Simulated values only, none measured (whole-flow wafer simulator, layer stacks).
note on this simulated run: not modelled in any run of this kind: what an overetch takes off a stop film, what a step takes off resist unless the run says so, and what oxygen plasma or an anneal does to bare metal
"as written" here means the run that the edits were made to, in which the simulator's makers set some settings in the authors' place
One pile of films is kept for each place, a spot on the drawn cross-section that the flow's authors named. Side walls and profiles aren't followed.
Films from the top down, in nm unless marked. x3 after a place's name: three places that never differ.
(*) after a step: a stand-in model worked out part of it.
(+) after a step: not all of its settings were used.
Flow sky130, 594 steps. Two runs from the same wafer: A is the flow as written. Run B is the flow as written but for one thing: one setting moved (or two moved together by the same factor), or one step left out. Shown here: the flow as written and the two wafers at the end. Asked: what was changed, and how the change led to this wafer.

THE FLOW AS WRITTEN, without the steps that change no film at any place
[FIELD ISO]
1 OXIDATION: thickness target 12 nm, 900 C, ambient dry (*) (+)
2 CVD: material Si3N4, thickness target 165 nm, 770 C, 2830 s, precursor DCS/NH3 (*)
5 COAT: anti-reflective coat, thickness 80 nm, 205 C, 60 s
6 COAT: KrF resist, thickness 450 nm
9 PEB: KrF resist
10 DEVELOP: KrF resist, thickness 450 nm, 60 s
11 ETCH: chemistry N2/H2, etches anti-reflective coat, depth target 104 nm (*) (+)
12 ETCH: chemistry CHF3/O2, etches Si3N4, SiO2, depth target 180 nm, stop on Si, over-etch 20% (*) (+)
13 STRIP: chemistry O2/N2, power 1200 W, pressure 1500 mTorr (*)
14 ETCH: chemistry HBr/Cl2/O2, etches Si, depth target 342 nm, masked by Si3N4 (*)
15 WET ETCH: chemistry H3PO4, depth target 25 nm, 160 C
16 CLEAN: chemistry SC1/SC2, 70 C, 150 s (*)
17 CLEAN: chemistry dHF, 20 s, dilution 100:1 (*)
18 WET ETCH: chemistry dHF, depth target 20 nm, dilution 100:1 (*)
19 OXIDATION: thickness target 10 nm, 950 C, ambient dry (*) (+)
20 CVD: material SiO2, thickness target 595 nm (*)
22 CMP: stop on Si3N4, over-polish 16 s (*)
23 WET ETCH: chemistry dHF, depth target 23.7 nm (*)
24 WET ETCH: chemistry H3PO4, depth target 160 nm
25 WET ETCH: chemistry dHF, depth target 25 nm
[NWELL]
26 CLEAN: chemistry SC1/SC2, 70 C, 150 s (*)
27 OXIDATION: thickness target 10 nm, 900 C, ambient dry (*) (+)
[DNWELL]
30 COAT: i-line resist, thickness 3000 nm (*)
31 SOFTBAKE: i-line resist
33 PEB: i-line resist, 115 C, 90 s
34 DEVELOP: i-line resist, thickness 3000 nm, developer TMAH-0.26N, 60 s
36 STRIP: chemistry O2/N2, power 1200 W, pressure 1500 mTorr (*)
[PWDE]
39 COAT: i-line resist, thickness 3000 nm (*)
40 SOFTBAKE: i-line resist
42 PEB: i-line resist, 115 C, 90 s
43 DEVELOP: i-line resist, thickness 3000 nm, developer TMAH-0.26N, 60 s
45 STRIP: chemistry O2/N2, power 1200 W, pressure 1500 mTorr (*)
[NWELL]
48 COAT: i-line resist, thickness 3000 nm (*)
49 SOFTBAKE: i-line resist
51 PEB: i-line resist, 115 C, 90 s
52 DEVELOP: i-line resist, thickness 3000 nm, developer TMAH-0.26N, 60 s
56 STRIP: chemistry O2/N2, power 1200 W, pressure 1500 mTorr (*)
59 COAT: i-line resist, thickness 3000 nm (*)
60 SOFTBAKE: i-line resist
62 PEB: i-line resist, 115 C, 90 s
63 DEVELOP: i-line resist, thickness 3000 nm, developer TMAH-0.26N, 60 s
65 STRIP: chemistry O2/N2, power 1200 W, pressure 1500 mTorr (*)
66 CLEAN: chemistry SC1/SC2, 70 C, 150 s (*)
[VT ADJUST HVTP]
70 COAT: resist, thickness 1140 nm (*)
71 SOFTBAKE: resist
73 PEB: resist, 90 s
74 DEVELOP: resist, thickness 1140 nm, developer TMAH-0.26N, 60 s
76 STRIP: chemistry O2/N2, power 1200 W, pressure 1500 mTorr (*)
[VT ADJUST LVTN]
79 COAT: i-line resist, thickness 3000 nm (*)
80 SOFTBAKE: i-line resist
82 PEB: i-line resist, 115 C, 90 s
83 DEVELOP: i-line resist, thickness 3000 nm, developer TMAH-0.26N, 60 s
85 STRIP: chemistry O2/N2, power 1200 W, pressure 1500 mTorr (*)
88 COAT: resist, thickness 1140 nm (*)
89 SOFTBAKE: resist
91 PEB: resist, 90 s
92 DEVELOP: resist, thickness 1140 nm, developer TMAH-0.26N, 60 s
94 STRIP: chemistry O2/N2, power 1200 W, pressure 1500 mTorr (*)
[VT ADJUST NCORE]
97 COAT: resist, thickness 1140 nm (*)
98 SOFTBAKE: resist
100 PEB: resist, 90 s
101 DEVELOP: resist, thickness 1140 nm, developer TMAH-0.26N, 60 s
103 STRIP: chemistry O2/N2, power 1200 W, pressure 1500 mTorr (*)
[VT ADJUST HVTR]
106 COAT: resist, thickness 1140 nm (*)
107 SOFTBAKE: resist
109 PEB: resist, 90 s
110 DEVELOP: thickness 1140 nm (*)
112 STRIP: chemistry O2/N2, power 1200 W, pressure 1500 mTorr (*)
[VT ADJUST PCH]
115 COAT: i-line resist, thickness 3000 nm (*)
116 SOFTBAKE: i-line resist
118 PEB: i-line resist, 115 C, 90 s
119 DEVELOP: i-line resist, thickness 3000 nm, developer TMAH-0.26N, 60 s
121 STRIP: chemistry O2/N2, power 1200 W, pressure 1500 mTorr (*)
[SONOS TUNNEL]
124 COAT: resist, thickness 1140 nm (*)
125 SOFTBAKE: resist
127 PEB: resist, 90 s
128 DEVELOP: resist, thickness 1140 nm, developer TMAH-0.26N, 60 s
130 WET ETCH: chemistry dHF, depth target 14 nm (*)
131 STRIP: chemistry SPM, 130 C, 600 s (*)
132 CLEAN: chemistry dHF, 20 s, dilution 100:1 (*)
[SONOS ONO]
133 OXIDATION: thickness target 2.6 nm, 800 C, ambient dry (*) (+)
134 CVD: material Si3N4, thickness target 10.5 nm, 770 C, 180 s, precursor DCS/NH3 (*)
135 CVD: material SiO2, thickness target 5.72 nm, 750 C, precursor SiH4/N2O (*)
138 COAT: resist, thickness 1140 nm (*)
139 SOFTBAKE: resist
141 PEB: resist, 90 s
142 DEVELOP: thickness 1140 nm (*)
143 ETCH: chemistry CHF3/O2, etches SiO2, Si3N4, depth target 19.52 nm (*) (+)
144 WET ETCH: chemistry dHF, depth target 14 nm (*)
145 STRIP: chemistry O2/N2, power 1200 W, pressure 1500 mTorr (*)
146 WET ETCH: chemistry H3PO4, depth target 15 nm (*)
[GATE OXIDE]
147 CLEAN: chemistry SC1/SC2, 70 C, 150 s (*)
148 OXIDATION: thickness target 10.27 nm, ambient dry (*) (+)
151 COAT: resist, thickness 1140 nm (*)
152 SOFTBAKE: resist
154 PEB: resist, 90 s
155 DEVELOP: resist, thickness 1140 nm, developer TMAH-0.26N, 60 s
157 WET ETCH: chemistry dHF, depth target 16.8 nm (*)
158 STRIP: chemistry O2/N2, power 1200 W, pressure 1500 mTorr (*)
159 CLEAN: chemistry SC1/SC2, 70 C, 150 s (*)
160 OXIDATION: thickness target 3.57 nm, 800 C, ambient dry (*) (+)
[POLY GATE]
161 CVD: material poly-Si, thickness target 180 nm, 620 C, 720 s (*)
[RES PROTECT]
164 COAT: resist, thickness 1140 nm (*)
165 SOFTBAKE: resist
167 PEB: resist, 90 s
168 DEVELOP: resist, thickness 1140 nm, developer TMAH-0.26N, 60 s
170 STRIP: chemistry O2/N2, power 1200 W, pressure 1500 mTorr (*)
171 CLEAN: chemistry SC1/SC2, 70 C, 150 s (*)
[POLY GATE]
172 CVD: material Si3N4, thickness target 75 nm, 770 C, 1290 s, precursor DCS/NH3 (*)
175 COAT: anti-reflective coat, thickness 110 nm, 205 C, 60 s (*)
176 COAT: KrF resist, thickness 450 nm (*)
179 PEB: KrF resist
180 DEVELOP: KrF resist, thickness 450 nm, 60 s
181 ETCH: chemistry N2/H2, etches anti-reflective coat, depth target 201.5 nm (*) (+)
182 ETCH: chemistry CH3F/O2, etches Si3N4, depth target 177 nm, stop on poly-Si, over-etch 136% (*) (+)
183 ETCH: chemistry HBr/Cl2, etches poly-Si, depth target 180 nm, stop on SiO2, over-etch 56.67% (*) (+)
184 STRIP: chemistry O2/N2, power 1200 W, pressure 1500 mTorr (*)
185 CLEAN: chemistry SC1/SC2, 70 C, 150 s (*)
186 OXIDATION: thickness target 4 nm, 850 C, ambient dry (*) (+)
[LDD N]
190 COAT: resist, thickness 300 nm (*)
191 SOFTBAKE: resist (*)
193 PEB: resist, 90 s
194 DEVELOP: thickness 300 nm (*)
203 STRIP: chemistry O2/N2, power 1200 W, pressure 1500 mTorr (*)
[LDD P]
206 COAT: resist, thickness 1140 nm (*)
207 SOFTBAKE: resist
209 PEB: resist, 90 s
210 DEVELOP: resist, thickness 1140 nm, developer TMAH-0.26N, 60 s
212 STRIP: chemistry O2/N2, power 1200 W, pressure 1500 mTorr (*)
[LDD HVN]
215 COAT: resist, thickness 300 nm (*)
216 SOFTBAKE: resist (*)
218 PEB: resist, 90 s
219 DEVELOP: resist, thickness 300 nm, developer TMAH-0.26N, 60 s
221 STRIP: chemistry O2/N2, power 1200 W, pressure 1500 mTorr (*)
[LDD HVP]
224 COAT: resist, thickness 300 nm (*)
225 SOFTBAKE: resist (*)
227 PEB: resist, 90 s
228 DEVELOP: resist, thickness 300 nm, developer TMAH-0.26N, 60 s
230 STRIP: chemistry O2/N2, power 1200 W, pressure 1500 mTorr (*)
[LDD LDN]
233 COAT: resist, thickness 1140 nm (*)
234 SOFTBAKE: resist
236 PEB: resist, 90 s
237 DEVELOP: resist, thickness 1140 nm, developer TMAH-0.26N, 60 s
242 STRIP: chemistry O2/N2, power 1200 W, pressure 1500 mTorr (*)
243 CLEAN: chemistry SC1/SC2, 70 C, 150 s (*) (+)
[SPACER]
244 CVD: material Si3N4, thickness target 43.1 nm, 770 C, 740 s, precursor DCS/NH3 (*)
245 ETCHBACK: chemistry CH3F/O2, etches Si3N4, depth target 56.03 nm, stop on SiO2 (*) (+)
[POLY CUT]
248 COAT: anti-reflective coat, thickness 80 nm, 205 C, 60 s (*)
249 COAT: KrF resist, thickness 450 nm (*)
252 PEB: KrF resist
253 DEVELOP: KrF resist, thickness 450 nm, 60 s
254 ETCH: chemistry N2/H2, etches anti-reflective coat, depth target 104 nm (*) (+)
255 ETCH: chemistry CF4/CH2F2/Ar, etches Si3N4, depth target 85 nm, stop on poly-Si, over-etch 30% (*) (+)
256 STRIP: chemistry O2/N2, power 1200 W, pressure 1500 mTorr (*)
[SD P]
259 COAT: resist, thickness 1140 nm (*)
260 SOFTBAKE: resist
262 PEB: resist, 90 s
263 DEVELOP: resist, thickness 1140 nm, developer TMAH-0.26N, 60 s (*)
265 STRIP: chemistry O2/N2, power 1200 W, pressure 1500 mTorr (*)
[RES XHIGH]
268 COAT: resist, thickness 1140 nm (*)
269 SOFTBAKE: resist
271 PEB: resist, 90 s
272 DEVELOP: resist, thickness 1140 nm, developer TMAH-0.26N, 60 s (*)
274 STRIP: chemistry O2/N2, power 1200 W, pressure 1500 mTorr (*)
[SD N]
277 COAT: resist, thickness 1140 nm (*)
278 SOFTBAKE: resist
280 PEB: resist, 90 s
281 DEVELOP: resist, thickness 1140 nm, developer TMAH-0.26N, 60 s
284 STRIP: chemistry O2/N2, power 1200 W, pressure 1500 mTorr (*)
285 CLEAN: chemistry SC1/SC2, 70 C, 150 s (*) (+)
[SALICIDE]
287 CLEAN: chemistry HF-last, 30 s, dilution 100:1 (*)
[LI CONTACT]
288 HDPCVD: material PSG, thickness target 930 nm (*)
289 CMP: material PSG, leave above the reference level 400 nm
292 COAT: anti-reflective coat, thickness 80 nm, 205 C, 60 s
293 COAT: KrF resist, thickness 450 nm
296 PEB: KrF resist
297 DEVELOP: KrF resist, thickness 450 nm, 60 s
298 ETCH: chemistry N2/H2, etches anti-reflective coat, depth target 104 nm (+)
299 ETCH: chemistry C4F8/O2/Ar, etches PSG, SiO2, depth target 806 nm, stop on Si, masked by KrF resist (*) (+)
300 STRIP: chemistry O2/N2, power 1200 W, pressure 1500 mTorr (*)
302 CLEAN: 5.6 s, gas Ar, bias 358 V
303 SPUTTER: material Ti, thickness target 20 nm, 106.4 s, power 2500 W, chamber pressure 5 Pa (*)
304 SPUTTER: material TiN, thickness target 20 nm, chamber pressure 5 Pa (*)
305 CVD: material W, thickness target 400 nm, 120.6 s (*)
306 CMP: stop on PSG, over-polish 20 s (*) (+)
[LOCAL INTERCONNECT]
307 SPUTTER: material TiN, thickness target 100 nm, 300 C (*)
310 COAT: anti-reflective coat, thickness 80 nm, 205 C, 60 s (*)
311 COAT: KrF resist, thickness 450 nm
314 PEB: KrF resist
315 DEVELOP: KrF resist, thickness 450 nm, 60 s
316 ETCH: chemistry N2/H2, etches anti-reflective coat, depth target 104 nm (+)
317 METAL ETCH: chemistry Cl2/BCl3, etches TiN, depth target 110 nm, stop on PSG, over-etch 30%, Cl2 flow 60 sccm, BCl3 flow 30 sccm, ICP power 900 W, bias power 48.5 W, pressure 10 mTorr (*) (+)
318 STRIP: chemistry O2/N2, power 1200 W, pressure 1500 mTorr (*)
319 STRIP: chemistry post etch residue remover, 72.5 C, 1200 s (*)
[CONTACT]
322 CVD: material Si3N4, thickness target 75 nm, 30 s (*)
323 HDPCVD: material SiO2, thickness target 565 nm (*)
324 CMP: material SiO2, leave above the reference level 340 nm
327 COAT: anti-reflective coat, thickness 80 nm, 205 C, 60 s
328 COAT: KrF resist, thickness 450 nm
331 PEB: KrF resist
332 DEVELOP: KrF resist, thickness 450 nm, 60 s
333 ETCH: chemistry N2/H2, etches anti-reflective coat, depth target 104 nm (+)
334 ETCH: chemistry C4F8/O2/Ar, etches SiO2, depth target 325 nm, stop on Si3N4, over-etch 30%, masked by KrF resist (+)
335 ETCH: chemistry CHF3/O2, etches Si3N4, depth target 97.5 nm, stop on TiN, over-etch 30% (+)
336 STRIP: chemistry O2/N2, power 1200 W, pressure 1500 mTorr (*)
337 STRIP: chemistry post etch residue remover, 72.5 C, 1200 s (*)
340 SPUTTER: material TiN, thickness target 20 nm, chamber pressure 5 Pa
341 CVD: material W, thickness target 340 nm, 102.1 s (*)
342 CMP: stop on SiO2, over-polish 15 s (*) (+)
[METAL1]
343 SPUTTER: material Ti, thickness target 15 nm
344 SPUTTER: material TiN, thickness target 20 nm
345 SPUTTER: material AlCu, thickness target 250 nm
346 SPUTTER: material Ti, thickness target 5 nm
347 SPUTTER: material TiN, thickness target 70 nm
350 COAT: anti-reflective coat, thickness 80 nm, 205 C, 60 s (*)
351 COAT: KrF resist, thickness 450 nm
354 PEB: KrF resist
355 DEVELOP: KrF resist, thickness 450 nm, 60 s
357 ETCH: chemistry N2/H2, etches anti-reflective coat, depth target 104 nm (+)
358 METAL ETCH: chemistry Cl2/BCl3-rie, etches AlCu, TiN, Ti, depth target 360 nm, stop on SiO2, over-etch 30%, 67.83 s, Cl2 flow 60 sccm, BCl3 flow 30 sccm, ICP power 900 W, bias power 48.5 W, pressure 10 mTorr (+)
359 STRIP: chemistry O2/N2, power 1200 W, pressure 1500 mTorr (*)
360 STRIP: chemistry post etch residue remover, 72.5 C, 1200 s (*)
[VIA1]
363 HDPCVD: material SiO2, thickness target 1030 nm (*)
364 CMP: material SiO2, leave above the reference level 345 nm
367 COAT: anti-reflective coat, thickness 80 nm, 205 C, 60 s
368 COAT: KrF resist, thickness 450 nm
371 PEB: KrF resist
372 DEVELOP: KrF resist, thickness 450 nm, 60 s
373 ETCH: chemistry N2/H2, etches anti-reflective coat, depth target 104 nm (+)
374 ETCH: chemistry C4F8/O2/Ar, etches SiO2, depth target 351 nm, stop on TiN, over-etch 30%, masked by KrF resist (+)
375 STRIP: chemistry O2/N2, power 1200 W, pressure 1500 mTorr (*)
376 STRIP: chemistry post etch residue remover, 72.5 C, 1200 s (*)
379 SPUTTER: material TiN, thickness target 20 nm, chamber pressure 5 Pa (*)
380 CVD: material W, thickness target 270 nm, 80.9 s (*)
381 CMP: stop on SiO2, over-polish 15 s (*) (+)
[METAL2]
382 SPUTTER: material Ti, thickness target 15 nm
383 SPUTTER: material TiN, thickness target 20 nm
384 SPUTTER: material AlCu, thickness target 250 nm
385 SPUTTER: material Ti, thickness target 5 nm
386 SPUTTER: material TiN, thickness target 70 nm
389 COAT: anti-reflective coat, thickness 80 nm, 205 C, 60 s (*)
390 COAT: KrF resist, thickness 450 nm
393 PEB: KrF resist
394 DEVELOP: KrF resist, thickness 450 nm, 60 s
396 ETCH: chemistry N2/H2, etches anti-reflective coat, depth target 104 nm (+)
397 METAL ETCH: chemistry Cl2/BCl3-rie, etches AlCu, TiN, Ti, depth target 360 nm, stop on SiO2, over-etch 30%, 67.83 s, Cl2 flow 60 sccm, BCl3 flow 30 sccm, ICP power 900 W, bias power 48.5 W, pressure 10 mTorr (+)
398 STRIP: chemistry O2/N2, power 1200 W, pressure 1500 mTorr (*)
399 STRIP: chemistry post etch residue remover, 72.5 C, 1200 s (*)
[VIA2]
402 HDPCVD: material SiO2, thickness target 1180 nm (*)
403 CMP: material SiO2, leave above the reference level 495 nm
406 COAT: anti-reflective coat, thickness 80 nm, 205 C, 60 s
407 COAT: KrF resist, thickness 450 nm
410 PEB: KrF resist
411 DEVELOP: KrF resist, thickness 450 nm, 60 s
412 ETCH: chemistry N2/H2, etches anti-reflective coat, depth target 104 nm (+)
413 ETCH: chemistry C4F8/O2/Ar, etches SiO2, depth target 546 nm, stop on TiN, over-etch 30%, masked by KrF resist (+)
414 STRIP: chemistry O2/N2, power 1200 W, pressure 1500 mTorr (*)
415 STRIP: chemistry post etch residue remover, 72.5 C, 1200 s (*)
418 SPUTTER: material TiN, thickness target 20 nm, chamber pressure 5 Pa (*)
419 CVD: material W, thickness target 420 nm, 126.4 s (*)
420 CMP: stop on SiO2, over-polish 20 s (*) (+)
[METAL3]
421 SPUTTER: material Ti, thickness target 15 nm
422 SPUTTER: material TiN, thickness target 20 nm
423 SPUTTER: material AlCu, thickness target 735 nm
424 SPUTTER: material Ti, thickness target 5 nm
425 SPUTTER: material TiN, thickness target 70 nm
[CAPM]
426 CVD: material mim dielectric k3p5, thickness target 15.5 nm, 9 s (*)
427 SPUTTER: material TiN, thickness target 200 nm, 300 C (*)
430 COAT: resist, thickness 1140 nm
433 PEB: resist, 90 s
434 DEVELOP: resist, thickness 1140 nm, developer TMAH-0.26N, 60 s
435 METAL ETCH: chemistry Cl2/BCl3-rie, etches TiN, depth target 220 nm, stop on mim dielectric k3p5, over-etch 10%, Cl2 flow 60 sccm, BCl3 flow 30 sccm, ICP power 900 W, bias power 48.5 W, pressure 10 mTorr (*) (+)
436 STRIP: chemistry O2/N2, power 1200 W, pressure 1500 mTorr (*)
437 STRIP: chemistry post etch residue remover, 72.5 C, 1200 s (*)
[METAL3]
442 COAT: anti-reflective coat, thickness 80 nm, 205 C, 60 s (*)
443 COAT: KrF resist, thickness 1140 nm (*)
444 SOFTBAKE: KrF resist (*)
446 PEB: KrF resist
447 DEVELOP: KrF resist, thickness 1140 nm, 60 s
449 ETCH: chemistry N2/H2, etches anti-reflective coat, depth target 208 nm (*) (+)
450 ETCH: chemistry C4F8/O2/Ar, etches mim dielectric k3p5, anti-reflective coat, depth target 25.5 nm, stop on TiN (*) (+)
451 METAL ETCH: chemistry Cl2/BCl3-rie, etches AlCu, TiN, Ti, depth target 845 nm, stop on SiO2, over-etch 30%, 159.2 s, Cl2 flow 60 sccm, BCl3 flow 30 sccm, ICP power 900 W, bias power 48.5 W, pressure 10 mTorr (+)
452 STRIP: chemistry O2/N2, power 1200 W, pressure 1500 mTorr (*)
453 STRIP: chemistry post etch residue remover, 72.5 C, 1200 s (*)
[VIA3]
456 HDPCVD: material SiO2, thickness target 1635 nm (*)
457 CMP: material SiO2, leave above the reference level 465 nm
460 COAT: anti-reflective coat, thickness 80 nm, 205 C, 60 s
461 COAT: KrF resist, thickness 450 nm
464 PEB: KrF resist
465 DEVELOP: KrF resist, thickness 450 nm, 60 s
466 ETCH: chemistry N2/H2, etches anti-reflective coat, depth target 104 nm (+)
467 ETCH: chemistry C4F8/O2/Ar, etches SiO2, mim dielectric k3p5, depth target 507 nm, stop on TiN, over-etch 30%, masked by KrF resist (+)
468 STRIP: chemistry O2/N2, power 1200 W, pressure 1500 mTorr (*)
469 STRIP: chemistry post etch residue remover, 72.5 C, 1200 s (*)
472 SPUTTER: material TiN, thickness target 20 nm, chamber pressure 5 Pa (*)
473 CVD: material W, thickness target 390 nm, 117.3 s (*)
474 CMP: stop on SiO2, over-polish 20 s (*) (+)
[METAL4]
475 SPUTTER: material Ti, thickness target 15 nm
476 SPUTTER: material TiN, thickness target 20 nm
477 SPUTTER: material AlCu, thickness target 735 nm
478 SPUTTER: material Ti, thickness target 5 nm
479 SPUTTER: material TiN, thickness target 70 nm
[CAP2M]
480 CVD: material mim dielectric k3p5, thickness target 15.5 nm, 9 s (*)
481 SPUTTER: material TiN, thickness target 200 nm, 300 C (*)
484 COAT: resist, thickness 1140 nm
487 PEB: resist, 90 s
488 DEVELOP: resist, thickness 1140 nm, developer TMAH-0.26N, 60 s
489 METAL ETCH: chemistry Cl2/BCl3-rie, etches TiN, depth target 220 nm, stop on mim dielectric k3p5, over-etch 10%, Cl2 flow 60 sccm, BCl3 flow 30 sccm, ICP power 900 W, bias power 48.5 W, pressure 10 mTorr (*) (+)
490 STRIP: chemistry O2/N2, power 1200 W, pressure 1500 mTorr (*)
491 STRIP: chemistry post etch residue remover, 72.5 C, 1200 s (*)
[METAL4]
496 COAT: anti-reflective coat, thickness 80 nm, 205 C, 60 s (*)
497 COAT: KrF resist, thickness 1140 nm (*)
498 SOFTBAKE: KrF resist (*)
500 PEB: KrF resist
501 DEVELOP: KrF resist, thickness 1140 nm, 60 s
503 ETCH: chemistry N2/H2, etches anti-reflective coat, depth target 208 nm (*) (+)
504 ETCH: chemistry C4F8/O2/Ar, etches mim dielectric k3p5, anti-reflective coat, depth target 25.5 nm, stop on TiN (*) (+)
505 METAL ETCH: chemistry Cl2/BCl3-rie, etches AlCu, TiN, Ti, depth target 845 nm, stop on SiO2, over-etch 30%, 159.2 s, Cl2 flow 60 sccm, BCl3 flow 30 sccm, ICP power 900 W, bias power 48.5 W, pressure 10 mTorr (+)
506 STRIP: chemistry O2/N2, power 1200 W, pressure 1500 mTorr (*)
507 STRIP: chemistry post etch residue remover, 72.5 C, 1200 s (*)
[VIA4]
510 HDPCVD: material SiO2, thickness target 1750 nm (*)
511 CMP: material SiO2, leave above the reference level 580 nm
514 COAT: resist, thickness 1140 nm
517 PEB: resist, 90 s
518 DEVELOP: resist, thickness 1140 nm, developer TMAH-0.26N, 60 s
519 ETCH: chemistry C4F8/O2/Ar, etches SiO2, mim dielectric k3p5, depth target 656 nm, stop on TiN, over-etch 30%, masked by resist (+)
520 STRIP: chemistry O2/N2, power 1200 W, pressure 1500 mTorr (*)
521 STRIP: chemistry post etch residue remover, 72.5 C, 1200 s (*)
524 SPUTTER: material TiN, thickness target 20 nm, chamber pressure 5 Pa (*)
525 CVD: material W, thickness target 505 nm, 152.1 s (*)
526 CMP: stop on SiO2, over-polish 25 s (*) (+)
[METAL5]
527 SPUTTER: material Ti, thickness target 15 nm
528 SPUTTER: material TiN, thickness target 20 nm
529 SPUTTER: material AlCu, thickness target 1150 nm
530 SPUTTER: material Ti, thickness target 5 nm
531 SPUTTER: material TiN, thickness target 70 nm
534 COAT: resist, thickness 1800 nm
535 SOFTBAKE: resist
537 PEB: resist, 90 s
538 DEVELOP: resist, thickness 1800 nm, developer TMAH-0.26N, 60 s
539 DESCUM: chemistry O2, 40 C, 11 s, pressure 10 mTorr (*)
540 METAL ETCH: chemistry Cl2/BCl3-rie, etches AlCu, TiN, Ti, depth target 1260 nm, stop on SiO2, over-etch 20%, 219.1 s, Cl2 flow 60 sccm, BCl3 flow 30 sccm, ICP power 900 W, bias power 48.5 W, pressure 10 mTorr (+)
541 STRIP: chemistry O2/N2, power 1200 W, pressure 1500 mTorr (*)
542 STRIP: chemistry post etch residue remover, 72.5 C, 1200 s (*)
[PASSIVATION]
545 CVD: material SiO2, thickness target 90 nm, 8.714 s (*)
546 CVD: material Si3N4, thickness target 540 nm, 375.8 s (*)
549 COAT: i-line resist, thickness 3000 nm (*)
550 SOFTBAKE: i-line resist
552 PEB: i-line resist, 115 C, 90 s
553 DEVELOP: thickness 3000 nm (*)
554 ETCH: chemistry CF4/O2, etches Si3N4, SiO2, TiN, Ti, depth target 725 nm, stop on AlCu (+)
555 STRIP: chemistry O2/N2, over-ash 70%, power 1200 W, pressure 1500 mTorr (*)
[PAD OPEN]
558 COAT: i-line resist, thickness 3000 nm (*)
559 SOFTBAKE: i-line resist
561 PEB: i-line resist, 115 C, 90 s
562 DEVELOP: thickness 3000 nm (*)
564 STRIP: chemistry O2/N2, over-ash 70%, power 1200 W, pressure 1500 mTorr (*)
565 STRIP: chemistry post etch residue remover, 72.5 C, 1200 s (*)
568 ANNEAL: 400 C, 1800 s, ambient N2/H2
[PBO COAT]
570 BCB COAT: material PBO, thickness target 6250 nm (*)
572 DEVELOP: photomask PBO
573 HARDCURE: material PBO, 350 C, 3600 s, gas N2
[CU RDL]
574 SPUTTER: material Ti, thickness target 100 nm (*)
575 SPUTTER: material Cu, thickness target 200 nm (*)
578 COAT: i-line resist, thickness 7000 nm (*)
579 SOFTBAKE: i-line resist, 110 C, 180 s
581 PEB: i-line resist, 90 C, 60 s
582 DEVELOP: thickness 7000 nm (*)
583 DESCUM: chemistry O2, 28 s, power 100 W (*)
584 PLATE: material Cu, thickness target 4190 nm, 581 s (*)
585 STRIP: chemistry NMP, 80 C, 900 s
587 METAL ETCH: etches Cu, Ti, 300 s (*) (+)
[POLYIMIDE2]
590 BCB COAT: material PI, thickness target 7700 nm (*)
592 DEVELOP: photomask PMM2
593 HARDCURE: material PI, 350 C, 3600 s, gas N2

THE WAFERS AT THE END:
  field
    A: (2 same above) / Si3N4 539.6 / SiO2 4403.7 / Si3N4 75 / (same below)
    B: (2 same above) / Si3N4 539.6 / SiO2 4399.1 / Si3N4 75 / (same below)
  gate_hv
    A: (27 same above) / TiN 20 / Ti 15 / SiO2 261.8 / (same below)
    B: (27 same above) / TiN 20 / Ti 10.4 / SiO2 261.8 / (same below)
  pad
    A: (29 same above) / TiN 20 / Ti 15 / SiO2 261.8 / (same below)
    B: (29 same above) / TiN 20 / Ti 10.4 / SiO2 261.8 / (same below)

The cause: step 343, SPUTTER: thickness target 10.4 nm was run, where the flow has thickness target 15 nm.
It can be read off the wafer: gate_hv has Ti 10.4, and step 343 as written asks for 15 nm.

How the change led to this, step by step:
  343 SPUTTER: material Ti, thickness target 15 nm
      field, active, n_well and 188 more: A Ti +15 (new film) | B Ti +10.4 (new film)
  358 METAL ETCH: chemistry Cl2/BCl3-rie, etches AlCu, TiN, Ti, depth target 360 nm, stop on SiO2, over-etch 30%, 67.83 s, Cl2 flow 60 sccm, BCl3 flow 30 sccm, ICP power 900 W, bias power 48.5 W, pressure 10 mTorr (+)
      field, active, gate and 81 more: A TiN -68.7 (all of it), Ti -5 (all of it), AlCu -250 (all of it), TiN -20 (all of it), Ti -15 (all of it), SiO2 -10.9 | B TiN -68.7 (all of it), Ti -5 (all of it), AlCu -250 (all of it), TiN -20 (all of it), Ti -10.4 (all of it), SiO2 -11.4
